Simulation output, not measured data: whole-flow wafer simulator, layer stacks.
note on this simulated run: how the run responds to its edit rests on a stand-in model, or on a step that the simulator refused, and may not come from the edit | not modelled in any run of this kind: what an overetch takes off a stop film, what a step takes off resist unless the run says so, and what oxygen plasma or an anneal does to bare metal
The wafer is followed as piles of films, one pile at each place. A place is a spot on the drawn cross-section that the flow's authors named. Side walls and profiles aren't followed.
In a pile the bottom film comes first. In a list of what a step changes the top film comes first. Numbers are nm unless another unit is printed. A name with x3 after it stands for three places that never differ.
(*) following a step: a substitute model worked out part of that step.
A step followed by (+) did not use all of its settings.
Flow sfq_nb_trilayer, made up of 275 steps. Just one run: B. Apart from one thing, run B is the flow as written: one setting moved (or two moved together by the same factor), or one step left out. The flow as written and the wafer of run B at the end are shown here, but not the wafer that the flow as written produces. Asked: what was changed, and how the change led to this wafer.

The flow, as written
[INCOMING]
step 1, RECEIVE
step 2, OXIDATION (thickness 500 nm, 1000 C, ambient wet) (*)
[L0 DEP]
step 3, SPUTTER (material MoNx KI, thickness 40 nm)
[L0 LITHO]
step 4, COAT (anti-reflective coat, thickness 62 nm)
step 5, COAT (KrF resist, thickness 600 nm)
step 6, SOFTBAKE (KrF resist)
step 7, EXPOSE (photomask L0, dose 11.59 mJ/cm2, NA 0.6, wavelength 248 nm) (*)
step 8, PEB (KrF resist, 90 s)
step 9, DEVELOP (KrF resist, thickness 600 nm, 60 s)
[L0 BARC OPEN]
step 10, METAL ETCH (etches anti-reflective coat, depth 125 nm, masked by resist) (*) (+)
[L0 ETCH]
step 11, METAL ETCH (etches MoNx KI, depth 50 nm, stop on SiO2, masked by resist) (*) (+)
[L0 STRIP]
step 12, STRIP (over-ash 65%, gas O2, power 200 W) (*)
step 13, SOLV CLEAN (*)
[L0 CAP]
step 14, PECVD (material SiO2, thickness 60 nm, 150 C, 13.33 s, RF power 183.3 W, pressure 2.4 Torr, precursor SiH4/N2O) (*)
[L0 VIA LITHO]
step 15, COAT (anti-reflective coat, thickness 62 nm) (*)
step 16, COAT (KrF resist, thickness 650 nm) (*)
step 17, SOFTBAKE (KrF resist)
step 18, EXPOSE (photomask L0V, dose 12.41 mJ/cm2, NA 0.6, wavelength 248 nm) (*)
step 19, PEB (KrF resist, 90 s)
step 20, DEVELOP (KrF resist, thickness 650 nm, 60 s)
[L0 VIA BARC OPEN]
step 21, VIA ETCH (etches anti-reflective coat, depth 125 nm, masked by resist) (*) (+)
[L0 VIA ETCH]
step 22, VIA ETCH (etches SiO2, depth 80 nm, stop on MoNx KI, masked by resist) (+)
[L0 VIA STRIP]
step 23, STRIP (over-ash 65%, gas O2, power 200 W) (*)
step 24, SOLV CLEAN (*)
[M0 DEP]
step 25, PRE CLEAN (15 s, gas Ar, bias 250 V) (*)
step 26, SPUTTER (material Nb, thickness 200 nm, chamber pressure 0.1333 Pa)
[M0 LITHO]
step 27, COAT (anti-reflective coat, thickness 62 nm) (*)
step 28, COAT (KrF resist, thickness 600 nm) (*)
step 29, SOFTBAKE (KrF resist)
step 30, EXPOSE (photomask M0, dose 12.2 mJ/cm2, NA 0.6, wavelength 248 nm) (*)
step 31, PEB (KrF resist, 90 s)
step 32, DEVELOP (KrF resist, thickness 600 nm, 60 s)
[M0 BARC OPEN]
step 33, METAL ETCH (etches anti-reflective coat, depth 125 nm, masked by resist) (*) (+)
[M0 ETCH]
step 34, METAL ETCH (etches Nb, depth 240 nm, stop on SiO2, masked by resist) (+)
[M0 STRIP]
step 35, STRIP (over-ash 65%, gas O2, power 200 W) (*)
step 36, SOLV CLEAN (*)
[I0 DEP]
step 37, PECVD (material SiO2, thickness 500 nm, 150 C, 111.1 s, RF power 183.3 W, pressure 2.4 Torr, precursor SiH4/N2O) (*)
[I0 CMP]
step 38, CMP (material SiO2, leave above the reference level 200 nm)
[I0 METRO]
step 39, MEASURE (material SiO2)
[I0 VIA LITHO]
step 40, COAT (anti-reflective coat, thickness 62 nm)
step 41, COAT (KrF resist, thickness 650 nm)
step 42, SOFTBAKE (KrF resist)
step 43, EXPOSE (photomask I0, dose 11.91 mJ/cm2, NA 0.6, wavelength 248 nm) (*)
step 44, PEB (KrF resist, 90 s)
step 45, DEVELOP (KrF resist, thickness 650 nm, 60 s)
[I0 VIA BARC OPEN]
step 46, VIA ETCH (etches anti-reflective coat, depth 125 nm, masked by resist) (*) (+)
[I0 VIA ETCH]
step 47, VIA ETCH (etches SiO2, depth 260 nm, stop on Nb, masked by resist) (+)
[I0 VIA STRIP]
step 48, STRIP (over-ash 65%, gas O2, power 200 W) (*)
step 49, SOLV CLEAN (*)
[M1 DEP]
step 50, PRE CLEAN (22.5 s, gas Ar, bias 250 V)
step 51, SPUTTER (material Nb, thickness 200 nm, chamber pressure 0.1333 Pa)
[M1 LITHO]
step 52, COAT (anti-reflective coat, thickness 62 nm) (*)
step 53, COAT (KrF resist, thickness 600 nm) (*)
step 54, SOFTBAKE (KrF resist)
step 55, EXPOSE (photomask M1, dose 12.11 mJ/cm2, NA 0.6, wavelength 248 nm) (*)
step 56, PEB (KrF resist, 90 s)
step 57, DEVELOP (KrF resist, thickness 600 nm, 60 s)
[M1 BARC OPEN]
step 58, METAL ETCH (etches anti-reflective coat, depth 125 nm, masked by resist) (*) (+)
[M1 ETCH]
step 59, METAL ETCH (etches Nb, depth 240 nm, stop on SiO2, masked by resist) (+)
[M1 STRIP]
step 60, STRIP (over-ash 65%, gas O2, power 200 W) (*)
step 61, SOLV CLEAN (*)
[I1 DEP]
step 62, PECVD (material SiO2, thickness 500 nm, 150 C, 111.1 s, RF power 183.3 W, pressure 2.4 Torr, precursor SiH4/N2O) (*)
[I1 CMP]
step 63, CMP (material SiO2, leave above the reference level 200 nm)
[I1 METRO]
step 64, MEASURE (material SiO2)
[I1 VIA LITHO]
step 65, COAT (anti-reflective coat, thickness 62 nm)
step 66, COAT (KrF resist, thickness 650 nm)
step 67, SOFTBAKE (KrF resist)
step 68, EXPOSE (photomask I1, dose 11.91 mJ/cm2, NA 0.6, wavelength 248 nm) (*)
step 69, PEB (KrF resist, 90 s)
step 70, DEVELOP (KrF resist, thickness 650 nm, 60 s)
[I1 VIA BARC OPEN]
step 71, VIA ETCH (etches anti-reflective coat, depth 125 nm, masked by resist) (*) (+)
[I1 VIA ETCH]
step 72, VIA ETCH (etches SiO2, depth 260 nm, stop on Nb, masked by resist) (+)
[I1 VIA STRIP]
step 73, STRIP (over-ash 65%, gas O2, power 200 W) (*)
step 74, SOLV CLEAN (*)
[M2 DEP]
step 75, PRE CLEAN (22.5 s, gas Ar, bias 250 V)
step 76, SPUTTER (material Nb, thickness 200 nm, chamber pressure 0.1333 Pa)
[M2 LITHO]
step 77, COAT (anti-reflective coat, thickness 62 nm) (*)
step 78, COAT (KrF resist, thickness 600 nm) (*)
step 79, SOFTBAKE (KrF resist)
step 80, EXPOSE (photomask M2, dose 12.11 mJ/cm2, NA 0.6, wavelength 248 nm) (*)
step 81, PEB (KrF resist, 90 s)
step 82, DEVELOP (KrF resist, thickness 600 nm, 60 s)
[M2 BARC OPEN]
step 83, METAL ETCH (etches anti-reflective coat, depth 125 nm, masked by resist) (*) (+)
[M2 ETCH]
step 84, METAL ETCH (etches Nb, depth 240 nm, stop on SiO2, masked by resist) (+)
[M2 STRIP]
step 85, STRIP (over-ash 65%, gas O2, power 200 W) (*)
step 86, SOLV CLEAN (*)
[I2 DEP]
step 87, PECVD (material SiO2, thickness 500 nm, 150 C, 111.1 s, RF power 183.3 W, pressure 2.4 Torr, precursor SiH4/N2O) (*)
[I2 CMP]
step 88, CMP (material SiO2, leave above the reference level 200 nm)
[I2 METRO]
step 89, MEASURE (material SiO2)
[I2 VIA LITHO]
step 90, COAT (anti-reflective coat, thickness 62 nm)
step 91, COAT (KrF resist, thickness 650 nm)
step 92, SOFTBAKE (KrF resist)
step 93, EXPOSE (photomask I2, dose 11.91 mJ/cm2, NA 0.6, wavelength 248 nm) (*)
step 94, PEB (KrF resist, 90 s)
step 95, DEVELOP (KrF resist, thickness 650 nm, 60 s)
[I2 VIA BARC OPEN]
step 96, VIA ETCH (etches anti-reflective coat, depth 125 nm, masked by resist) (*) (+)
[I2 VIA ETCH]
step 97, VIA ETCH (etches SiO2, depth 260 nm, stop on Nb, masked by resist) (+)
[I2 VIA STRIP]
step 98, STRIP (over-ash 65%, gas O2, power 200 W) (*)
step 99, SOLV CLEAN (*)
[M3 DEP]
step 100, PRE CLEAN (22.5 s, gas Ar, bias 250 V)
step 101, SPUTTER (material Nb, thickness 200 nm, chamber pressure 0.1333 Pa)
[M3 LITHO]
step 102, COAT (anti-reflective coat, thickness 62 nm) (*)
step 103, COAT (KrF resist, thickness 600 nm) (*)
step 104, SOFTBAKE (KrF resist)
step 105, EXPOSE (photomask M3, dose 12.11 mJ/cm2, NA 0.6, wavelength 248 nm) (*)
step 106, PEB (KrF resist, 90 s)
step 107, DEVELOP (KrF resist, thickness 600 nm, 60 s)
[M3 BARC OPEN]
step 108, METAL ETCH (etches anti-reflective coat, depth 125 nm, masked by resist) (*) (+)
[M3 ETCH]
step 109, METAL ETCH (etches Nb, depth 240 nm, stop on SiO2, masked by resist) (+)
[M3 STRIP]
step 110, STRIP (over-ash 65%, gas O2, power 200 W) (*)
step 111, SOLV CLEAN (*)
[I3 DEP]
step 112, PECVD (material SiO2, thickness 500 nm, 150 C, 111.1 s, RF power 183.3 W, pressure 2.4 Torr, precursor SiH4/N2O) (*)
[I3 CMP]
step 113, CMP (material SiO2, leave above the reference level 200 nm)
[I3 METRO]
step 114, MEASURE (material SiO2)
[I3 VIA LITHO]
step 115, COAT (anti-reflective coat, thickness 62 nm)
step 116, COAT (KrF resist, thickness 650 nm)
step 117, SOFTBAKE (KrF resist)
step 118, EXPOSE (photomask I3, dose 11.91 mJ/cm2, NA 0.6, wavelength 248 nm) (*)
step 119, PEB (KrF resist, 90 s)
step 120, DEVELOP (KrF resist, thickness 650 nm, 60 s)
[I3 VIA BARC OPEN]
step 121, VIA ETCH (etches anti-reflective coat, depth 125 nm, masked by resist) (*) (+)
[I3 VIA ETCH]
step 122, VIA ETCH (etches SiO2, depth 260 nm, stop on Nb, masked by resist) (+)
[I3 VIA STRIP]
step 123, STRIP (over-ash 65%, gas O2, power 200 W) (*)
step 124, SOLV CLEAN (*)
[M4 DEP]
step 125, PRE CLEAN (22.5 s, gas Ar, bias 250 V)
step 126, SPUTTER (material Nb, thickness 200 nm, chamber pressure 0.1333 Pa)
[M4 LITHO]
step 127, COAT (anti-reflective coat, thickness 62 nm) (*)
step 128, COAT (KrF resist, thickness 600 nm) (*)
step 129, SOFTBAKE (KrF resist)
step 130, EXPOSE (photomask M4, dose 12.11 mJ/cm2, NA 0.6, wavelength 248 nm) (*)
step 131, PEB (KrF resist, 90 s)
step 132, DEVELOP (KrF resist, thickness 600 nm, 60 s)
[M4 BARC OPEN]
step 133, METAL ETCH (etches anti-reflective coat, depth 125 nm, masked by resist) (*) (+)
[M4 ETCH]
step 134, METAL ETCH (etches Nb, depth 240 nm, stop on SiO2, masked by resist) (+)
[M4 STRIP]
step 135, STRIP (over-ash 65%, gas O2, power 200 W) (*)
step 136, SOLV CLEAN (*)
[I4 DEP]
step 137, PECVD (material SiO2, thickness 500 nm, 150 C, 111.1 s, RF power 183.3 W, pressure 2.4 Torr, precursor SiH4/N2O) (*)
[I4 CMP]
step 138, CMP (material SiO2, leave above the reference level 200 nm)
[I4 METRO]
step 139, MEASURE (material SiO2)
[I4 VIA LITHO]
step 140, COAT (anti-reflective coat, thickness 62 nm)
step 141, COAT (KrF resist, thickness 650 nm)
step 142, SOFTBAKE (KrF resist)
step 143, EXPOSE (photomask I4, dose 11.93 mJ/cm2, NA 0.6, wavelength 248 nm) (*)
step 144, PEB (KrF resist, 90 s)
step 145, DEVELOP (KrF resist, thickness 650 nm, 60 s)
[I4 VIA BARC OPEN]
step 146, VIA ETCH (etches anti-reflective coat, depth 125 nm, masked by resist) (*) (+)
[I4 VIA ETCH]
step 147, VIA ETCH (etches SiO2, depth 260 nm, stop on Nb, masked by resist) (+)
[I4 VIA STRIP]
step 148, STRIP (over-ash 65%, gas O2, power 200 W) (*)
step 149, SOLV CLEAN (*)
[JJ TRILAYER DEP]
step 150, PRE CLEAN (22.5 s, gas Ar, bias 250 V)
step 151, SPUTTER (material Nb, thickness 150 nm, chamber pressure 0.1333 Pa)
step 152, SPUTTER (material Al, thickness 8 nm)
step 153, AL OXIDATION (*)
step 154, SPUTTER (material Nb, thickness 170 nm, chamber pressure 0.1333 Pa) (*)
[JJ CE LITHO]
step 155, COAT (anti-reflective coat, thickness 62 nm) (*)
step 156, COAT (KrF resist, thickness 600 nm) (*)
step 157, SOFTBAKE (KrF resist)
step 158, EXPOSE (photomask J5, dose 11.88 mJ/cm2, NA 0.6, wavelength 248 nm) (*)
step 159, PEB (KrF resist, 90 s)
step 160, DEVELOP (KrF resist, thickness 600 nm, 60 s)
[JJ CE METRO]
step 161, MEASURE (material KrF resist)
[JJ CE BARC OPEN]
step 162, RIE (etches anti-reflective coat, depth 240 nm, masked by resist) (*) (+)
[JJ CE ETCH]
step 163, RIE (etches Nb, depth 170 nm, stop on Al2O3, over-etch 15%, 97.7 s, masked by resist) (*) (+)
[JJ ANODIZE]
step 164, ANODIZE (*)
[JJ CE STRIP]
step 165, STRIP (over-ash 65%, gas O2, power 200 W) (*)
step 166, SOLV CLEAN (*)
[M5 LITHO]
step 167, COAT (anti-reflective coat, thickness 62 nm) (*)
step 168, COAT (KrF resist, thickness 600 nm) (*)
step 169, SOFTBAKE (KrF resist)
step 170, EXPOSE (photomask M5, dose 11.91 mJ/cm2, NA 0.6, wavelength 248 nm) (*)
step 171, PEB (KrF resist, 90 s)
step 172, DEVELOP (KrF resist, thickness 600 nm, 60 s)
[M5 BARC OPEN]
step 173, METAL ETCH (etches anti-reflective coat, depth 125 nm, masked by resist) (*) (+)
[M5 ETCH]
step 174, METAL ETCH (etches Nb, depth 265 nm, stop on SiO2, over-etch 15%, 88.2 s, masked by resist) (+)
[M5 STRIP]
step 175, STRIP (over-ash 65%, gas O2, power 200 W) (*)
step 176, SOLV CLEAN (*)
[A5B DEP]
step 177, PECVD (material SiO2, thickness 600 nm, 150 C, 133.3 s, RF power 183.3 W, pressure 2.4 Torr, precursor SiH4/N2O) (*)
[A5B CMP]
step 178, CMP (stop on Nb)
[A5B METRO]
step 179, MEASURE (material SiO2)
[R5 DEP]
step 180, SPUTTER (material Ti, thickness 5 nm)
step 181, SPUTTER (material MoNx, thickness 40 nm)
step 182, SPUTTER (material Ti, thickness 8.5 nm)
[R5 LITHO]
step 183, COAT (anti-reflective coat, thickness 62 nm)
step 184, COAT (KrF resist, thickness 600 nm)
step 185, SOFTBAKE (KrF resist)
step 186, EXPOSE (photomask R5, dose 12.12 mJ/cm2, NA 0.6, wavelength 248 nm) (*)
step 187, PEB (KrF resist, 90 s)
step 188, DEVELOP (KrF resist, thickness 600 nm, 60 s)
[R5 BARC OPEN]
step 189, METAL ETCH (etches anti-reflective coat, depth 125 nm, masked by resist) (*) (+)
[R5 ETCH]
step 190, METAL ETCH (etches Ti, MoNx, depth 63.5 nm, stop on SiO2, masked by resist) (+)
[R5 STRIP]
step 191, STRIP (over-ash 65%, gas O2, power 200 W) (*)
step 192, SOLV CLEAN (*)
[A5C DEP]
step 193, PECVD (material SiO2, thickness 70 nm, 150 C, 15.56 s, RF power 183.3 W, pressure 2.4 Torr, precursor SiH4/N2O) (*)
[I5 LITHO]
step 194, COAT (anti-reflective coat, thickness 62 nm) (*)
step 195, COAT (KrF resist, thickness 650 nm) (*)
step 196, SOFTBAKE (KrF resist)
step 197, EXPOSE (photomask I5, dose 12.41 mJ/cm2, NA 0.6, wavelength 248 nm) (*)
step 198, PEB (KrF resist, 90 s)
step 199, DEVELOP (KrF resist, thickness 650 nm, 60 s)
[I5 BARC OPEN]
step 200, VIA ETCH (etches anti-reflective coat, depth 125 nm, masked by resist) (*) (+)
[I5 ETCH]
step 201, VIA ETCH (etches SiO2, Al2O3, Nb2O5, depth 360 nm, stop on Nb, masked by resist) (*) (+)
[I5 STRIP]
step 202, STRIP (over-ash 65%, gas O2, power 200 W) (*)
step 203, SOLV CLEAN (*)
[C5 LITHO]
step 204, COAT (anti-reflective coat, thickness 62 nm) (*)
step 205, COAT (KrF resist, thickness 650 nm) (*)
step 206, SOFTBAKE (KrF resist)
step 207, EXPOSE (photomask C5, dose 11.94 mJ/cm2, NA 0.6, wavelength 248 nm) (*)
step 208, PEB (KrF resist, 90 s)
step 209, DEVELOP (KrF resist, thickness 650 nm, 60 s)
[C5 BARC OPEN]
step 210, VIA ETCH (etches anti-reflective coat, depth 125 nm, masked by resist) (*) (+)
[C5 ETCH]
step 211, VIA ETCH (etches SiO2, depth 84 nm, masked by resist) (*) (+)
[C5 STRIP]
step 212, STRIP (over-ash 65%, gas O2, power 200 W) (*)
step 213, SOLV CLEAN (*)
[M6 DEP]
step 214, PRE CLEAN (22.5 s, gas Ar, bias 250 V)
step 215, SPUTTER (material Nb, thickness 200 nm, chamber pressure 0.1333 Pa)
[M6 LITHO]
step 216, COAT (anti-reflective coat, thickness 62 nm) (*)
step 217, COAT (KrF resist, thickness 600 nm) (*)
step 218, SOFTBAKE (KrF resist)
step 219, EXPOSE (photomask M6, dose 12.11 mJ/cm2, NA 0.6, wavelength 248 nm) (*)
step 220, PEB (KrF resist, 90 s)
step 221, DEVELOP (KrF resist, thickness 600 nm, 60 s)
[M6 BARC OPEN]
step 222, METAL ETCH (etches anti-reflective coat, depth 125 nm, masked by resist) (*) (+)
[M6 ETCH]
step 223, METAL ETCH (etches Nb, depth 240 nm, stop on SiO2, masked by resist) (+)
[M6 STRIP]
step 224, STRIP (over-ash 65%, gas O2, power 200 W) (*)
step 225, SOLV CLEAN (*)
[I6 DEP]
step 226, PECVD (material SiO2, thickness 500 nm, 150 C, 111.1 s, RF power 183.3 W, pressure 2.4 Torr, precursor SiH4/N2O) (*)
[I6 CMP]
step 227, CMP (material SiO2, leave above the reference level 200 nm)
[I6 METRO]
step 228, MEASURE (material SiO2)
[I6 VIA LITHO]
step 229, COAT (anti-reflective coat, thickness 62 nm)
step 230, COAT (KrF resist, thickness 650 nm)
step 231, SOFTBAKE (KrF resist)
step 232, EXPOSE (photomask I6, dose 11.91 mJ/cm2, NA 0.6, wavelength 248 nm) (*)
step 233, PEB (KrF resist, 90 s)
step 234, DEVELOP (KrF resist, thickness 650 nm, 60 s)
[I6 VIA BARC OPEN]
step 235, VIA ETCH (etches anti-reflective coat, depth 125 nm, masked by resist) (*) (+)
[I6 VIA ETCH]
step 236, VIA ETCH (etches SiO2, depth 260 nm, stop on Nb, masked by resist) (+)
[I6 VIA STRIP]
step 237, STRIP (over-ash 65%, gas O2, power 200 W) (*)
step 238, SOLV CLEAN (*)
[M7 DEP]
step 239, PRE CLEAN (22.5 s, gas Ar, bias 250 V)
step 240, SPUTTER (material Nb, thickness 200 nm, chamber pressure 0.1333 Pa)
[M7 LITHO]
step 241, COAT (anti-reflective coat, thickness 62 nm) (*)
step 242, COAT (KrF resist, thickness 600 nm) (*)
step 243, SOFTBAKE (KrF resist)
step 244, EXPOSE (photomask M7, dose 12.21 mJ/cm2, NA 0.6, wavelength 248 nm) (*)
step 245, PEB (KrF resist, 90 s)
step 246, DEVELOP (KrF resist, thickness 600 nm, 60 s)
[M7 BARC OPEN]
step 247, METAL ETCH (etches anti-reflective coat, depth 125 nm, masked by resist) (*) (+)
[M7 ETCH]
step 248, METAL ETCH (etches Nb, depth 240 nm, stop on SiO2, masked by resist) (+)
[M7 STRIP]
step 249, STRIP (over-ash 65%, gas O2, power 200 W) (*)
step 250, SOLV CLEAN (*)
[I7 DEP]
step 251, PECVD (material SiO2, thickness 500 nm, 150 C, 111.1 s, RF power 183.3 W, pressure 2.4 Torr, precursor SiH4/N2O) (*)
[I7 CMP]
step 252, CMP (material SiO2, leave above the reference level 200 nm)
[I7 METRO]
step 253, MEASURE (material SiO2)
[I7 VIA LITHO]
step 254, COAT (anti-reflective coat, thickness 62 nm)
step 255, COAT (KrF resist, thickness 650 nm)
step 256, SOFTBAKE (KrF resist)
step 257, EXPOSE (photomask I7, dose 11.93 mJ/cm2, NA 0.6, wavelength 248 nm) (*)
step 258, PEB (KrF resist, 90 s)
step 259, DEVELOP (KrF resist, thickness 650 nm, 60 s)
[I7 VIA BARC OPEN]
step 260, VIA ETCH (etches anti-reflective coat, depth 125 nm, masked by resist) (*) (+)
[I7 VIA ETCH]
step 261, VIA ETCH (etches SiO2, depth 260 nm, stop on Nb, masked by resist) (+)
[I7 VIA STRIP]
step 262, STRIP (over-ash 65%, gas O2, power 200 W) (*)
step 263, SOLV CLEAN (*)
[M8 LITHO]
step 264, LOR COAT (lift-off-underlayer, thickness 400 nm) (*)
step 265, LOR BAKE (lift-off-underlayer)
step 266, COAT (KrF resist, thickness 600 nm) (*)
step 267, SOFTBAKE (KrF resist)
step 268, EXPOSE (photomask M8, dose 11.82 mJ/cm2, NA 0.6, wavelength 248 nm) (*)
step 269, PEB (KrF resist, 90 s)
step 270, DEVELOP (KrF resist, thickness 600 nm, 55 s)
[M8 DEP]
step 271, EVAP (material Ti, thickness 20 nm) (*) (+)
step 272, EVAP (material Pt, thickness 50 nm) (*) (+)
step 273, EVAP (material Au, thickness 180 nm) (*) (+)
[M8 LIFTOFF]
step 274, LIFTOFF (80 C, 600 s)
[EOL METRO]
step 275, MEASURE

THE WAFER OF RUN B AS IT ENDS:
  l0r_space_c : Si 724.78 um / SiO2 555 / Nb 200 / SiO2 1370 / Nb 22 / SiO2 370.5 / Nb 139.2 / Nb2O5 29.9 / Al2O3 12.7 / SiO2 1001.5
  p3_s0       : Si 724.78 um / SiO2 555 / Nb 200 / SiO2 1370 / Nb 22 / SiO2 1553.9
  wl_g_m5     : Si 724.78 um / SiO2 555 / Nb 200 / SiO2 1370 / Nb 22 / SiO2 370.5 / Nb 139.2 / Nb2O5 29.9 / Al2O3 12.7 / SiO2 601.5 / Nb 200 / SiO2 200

Cause: step 133, METAL ETCH: etches anti-reflective coat, depth 125 nm, masked by resist (*) (+), was omitted.

The path from the change to this, step by step:
  step 134, METAL ETCH (etches Nb, depth 240 nm, stop on SiO2, masked by resist) (+)
      p3_s0, p3_s1, p3_s2 and 45 more: -62 anti-reflective coat (all of it), -178 Nb (in the flow as written it would be: -200 Nb (all of it))
      moat, field_r, lsp_l, lsp_r, l0_sur, l0v: -61.8 anti-reflective coat (all of it), -178.2 Nb (in the flow as written it would be: -200 Nb (all of it))
      (also at 13 further places)
  step 135, STRIP (over-ash 65%, gas O2, power 200 W) (*)
      p4_fl, p4_fm, p4_w1 and 26 more: -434 KrF resist (all of it), -62 anti-reflective coat (all of it) (in the flow as written it would be: -382.4 KrF resist (all of it), -62 anti-reflective coat (all of it))
      ln_m5, lsp_m, ln_m6: -433.6 KrF resist (all of it), -61.8 anti-reflective coat (all of it) (in the flow as written it would be: -381.9 KrF resist (all of it), -61.8 anti-reflective coat (all of it))
      (also at 7 further places)
  step 137, PECVD (material SiO2, thickness 500 nm, 150 C, 111.1 s, RF power 183.3 W, pressure 2.4 Torr, precursor SiH4/N2O) (*)
      field_l, be, be_sur and 55 more: +500 SiO2 (new film) (in the flow as written it would be: +500 SiO2)
      p3_s0, p3_s1, p3_s2, p3_s3, p3_s4, p3_s5: +535.1 SiO2 (new film) (in the flow as written it would be: +557.1 SiO2)
      (also at 3 further places)
  step 138, CMP (material SiO2, leave above the reference level 200 nm)
      p3_fr, wl_d_sl, wl_d_m1 and 39 more: -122 SiO2 (in the flow as written it would be: -100 SiO2)
      be_r, r_sur, res, r_end: -121.7 SiO2 (in the flow as written it would be: -100 SiO2)
      (also at 15 further places)
  step 167, COAT (anti-reflective coat, thickness 62 nm) (*)
      ce_l: +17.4 anti-reflective coat (new film) (in the flow as written it would be: +19.6 anti-reflective coat (new film))
      ce_r: +18.6 anti-reflective coat (new film) (in the flow as written it would be: +19.7 anti-reflective coat (new film))
  step 175, STRIP (over-ash 65%, gas O2, power 200 W) (*)
      ce_l: -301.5 KrF resist (all of it), -17.4 anti-reflective coat (all of it) (in the flow as written it would be: -299.6 KrF resist (all of it), -19.6 anti-reflective coat (all of it))
      ce_r: -300.8 KrF resist (all of it), -18.6 anti-reflective coat (all of it) (in the flow as written it would be: -299.9 KrF resist (all of it), -19.7 anti-reflective coat (all of it))
Taking metal films that touch as one body, l0r_space_c has 3 bodies (between them, from the top down: SiO2 370.5; SiO2 1370); the flow as written gives 2 bodies (between them, from the top down: SiO2 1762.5).
Taking metal films that touch as one body, p3_s0 has 2 bodies (between them, from the top down: SiO2 1370); the flow as written gives 1 body.
Taking metal films that touch as one body, wl_g_m5 has 4 bodies (between them, from the top down: SiO2 601.5 / Al2O3 12.7 / Nb2O5 29.9; SiO2 370.5; SiO2 1370); the flow as written gives 3 bodies (between them, from the top down: SiO2 601.5 / Al2O3 12.7 / Nb2O5 29.9; SiO2 1762.5).
